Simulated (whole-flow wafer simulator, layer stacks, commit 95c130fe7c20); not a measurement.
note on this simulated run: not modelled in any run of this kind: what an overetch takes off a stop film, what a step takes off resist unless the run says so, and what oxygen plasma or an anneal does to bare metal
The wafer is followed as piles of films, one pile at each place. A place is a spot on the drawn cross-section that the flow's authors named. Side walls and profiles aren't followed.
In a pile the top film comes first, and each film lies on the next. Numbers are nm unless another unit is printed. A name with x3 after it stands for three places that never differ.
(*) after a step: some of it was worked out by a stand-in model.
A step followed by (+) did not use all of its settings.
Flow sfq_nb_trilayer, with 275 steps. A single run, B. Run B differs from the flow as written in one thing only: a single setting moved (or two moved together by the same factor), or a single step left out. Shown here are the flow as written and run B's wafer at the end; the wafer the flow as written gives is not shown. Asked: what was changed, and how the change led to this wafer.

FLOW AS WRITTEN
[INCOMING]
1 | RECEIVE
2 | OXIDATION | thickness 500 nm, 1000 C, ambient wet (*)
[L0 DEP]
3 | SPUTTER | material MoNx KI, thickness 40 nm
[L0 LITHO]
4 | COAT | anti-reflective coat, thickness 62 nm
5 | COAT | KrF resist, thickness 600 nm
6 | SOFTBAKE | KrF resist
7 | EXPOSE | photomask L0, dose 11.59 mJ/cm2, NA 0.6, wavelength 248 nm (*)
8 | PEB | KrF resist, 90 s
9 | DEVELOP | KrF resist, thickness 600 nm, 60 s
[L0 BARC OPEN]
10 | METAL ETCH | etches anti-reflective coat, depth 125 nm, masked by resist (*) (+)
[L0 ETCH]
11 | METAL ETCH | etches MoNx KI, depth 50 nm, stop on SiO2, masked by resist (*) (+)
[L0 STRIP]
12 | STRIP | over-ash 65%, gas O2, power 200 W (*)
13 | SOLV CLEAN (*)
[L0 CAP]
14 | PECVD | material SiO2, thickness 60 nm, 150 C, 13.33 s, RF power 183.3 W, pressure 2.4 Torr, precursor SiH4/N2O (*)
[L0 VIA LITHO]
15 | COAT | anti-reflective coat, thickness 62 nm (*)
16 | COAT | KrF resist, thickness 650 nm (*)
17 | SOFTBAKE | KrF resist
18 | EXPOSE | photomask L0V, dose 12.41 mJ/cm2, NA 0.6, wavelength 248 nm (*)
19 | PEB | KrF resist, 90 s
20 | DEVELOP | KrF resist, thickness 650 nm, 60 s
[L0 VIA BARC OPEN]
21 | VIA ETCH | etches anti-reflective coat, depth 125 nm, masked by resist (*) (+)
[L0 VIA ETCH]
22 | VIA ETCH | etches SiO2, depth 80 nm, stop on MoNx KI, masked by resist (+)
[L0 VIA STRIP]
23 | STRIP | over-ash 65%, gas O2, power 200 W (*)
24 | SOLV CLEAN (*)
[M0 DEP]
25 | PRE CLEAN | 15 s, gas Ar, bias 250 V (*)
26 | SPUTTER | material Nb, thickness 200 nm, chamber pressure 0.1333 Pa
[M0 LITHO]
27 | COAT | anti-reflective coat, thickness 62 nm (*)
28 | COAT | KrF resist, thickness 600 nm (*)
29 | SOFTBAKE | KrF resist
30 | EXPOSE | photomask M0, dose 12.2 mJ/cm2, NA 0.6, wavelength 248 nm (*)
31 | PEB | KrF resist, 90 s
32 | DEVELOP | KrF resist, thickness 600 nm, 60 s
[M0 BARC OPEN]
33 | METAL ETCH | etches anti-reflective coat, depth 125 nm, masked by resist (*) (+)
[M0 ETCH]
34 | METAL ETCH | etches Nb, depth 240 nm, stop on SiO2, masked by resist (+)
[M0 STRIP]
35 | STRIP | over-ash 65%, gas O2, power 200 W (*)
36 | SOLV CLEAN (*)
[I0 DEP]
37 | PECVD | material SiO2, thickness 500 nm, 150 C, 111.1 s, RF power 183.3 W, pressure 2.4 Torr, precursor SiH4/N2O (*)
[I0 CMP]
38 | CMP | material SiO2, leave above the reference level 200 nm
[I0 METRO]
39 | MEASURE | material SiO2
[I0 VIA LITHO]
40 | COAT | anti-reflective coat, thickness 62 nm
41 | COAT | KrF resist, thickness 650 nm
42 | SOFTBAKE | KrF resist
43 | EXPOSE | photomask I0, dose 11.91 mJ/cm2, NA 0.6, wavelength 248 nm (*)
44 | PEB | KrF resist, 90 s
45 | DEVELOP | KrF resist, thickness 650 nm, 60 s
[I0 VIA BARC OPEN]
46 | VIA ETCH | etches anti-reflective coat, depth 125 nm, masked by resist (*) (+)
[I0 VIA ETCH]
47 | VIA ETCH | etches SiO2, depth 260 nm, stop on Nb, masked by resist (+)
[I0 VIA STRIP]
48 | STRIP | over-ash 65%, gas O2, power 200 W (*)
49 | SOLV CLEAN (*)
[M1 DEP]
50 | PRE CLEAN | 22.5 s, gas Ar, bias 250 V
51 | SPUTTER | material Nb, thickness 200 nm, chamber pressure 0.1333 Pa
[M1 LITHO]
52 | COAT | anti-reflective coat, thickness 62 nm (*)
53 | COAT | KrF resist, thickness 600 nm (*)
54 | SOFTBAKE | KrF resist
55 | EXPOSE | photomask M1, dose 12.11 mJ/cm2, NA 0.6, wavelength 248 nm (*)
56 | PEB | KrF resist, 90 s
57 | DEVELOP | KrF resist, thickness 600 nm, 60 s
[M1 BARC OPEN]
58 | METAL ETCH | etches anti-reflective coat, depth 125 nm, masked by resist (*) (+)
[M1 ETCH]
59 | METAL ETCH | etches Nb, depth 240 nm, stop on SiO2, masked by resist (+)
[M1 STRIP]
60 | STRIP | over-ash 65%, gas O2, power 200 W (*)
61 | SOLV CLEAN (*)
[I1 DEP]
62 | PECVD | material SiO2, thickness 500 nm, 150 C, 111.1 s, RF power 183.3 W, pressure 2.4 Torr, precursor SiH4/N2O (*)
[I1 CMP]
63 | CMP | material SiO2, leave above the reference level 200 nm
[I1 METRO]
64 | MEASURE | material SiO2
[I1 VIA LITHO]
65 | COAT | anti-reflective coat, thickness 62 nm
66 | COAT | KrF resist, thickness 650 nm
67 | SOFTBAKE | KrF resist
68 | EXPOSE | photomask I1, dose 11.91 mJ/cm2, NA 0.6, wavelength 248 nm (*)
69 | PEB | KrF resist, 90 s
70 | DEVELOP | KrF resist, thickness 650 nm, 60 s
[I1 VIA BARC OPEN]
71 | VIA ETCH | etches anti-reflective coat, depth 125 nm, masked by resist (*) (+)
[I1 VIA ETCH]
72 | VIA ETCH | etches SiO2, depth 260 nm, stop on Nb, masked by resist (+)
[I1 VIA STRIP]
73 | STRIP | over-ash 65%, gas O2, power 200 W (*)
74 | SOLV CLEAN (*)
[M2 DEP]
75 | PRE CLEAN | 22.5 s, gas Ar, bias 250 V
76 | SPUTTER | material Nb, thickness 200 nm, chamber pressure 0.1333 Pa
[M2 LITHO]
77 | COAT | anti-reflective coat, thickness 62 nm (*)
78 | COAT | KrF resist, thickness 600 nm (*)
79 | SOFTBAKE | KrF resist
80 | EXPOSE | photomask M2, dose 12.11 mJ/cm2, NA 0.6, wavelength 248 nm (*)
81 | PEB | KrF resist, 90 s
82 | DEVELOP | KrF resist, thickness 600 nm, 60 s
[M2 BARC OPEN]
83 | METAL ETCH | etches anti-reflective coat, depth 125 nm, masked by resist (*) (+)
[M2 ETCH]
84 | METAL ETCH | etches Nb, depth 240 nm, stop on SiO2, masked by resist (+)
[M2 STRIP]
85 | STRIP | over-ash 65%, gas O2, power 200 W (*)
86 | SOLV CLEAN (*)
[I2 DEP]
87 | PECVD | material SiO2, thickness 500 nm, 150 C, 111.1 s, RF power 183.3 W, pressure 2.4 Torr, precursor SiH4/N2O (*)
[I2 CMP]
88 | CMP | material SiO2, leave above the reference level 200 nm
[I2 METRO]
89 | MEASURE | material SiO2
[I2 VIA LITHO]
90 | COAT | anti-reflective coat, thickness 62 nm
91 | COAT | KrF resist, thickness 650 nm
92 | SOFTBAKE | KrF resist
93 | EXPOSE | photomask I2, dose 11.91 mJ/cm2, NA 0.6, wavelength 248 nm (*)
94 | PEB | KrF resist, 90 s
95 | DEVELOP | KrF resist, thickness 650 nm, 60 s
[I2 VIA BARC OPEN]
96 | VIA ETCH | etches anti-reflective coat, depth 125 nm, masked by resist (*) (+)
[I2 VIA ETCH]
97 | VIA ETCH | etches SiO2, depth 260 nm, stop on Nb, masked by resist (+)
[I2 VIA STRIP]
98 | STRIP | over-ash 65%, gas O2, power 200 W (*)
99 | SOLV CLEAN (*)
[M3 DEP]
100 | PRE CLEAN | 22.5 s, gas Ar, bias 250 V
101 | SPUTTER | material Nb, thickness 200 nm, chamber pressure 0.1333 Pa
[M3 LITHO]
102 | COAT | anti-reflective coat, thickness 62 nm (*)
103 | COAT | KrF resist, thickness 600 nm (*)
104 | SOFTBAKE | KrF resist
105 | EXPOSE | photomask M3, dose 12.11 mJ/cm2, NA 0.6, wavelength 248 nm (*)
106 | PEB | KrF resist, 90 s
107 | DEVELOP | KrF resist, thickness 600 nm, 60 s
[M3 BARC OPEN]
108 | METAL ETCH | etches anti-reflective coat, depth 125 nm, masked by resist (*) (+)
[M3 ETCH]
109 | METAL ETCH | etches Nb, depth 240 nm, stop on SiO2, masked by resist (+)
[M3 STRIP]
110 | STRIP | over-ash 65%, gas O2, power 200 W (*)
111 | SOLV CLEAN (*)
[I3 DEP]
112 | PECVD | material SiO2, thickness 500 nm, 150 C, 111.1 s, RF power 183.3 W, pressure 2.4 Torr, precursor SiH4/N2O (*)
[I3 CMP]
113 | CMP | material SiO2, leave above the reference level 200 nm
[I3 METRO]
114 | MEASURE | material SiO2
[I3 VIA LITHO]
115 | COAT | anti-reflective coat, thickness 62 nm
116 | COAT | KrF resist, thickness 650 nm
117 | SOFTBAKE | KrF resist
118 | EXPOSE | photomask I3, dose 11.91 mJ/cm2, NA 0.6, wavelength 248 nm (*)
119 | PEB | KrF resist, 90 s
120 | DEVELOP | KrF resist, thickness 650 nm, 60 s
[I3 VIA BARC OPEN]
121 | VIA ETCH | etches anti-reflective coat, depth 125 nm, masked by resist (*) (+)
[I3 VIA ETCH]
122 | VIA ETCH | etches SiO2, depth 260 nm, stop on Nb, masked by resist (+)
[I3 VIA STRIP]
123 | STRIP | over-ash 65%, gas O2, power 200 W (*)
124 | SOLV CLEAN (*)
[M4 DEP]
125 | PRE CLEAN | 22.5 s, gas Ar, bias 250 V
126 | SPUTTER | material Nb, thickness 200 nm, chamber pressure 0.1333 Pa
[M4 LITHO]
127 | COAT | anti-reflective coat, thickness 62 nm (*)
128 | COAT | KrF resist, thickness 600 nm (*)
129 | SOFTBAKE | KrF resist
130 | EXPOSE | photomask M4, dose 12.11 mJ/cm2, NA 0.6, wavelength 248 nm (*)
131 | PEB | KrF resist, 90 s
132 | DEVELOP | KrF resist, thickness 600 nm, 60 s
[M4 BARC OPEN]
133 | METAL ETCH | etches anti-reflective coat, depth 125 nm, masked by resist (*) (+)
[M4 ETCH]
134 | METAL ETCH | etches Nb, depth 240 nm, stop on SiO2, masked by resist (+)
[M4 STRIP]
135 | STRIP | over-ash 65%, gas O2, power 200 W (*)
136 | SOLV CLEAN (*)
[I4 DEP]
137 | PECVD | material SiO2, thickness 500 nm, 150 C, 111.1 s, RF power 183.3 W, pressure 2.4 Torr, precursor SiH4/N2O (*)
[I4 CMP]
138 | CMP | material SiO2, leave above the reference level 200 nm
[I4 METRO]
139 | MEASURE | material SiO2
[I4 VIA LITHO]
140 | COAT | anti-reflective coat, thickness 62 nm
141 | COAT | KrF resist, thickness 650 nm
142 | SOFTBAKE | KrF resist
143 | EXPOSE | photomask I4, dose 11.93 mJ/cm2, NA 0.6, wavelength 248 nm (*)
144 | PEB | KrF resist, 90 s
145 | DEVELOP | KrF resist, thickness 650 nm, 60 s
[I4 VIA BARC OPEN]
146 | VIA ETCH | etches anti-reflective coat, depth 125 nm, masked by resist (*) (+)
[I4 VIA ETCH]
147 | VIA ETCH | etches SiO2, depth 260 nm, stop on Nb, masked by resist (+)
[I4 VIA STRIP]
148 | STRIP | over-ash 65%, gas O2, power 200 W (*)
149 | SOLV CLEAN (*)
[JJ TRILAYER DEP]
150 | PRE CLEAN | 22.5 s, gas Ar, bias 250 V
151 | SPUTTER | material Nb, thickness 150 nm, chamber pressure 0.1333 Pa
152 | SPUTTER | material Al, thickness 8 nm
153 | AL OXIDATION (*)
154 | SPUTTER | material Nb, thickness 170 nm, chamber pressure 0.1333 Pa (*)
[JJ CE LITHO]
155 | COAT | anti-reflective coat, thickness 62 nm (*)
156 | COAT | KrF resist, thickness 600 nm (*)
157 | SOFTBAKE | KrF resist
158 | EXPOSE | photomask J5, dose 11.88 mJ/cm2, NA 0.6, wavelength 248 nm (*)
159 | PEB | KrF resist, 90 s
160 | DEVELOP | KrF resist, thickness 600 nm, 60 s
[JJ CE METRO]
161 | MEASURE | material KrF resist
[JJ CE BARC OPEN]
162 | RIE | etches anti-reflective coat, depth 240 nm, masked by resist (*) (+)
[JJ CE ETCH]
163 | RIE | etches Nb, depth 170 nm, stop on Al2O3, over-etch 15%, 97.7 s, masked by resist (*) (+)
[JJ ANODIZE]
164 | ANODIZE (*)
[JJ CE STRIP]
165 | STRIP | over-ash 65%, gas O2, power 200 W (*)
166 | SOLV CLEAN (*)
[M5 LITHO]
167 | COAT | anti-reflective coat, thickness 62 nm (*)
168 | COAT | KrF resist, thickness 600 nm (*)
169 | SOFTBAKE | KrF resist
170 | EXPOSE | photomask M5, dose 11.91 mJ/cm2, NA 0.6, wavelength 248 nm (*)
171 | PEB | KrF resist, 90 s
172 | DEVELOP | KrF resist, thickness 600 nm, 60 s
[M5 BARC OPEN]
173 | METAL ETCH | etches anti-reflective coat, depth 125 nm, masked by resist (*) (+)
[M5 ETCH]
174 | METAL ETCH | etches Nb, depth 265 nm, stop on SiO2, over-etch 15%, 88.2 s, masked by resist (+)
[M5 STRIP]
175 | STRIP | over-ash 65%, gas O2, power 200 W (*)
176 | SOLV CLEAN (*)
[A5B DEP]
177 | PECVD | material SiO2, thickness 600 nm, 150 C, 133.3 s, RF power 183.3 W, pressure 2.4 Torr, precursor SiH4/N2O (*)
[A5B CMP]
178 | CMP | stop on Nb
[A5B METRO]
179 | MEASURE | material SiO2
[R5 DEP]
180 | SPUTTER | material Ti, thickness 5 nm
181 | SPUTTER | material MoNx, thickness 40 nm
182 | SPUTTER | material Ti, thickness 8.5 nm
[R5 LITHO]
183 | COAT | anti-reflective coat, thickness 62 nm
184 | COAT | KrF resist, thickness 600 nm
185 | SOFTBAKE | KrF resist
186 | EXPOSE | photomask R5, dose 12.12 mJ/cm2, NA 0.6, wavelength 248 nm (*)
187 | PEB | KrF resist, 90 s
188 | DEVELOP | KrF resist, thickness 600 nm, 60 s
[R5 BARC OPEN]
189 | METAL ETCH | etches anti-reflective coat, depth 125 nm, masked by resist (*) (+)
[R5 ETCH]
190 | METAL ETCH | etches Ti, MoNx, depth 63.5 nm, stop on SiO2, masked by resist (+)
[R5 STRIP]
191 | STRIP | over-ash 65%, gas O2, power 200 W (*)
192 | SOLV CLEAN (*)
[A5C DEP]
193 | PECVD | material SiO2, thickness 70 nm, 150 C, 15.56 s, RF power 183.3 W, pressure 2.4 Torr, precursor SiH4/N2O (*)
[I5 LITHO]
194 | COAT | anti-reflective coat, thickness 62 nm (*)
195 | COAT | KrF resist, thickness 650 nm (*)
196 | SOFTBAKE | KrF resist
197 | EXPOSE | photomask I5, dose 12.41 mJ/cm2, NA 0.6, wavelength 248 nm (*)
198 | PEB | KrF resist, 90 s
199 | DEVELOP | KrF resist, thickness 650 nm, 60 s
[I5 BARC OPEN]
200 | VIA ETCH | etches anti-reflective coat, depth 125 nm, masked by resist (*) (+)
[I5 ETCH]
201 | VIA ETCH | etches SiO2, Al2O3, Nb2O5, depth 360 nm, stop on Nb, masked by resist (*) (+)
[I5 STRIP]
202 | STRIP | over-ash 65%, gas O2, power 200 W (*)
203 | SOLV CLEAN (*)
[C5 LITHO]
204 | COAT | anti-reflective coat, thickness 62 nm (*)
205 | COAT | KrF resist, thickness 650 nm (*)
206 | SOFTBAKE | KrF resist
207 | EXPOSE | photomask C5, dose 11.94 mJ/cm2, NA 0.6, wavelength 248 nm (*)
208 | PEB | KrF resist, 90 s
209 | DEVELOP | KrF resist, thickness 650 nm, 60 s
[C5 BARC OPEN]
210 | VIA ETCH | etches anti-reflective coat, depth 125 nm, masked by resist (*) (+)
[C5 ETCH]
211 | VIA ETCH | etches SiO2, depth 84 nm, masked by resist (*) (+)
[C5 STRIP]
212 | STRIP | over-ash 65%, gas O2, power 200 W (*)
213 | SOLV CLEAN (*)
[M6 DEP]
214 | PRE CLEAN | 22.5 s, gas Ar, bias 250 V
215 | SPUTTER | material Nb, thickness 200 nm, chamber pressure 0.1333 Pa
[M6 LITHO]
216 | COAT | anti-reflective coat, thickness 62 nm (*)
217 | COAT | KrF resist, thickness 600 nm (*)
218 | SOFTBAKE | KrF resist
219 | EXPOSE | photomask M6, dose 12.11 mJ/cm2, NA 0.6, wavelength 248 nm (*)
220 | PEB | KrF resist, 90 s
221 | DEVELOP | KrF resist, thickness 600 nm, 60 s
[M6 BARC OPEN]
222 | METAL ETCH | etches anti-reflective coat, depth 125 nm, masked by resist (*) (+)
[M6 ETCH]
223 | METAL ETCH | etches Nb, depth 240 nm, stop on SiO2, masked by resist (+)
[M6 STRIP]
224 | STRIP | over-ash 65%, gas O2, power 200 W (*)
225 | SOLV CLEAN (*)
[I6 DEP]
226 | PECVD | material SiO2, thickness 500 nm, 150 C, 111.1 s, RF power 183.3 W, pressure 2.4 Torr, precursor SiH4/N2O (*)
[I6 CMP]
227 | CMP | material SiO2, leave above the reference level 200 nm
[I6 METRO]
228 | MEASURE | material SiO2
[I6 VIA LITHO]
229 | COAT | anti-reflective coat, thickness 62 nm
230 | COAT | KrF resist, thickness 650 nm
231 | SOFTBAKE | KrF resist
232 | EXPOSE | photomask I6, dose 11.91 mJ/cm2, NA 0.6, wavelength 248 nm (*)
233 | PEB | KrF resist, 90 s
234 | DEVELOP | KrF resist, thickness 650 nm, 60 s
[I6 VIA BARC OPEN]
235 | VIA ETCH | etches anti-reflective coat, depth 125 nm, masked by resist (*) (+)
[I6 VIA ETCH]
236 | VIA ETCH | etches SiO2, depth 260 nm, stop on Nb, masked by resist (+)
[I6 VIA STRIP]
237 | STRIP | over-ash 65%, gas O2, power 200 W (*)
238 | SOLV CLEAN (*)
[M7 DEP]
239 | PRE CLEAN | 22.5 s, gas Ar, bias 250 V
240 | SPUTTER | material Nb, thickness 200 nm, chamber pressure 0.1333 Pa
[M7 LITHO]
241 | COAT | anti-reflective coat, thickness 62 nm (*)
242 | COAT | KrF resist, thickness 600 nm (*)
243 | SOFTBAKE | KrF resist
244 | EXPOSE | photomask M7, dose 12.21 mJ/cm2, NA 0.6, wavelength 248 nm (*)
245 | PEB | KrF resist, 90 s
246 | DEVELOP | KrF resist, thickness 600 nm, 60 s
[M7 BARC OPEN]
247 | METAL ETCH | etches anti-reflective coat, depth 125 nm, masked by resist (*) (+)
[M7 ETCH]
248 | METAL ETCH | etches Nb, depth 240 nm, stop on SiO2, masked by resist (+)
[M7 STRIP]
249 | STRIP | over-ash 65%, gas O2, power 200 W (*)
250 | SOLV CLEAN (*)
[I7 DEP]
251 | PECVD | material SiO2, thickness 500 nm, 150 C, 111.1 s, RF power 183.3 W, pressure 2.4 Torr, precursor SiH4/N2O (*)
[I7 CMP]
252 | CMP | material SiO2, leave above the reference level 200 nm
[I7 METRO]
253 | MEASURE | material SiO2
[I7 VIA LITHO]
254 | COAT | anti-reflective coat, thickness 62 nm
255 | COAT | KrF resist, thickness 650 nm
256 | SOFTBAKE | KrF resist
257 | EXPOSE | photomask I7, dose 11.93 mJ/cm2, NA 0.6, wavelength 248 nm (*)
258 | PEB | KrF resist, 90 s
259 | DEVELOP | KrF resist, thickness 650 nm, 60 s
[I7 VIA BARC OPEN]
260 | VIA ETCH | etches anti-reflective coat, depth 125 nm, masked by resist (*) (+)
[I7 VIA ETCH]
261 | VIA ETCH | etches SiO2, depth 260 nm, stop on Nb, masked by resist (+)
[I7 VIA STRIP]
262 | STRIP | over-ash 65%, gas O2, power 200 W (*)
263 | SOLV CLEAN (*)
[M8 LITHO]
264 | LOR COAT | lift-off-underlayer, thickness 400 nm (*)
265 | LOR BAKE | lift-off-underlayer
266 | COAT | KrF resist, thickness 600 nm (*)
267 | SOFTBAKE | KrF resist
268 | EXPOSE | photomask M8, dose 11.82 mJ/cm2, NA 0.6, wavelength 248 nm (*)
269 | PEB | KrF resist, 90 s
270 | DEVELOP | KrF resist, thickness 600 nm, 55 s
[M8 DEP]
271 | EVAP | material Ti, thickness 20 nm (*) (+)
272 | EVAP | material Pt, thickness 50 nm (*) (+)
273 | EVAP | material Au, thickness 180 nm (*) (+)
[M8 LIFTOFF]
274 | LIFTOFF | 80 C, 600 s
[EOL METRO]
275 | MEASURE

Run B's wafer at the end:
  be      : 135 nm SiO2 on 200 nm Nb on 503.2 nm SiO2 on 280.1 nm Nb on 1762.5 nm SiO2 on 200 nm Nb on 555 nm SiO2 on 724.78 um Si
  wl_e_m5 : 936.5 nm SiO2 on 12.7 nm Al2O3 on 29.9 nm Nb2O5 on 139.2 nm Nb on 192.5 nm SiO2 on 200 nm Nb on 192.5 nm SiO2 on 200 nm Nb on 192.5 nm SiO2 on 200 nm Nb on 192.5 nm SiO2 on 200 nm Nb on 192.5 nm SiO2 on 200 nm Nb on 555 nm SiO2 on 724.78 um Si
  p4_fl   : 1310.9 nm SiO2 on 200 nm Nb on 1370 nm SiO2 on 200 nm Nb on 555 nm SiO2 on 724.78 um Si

What caused this: step 252, CMP: leave above the reference level 135 nm was run, though the flow has leave above the reference level 200 nm.
The wafer lets one read it off: be has SiO2 135, and step 252 as written asks for 200 nm.

How this came from the change, step by step:
  252 | CMP | material SiO2, leave above the reference level 200 nm
      field_l, p4_fl, p4_fm and 56 more: -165 SiO2 (in the flow as written it would be: -100 SiO2)
      v_sur, via_wl, via_w and 37 more: -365 SiO2 (in the flow as written it would be: -300 SiO2)
      (as well as at 7 more places)
  261 | VIA ETCH | etches SiO2, depth 260 nm, stop on Nb, masked by resist (+)
      field_l, v_sur, via_sp and 100 more: -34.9 KrF resist (in the flow as written it would be: -44.8 KrF resist)
      via_wl, via_w, via_wr: -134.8 SiO2 (all of it) (in the flow as written it would be: -199.8 SiO2 (all of it))
  264 | LOR COAT | lift-off-underlayer, thickness 400 nm (*)
      via_wl, via_wr: +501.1 lift-off-underlayer (new film) (in the flow as written it would be: +549.8 lift-off-underlayer (new film))
      v_sur: +379.4 lift-off-underlayer (new film) (in the flow as written it would be: +369.4 lift-off-underlayer (new film))
      (as well as at 1 more place)
  270 | DEVELOP | KrF resist, thickness 600 nm, 55 s
      v_sur: -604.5 KrF resist (all of it), -379.4 lift-off-underlayer (all of it) (in the flow as written it would be: -607.3 KrF resist (all of it), -369.4 lift-off-underlayer (all of it))
      via_wl: -615.7 KrF resist (all of it), -501.1 lift-off-underlayer (all of it) (in the flow as written it would be: -623.9 KrF resist (all of it), -549.8 lift-off-underlayer (all of it))
      (as well as at 2 more places)
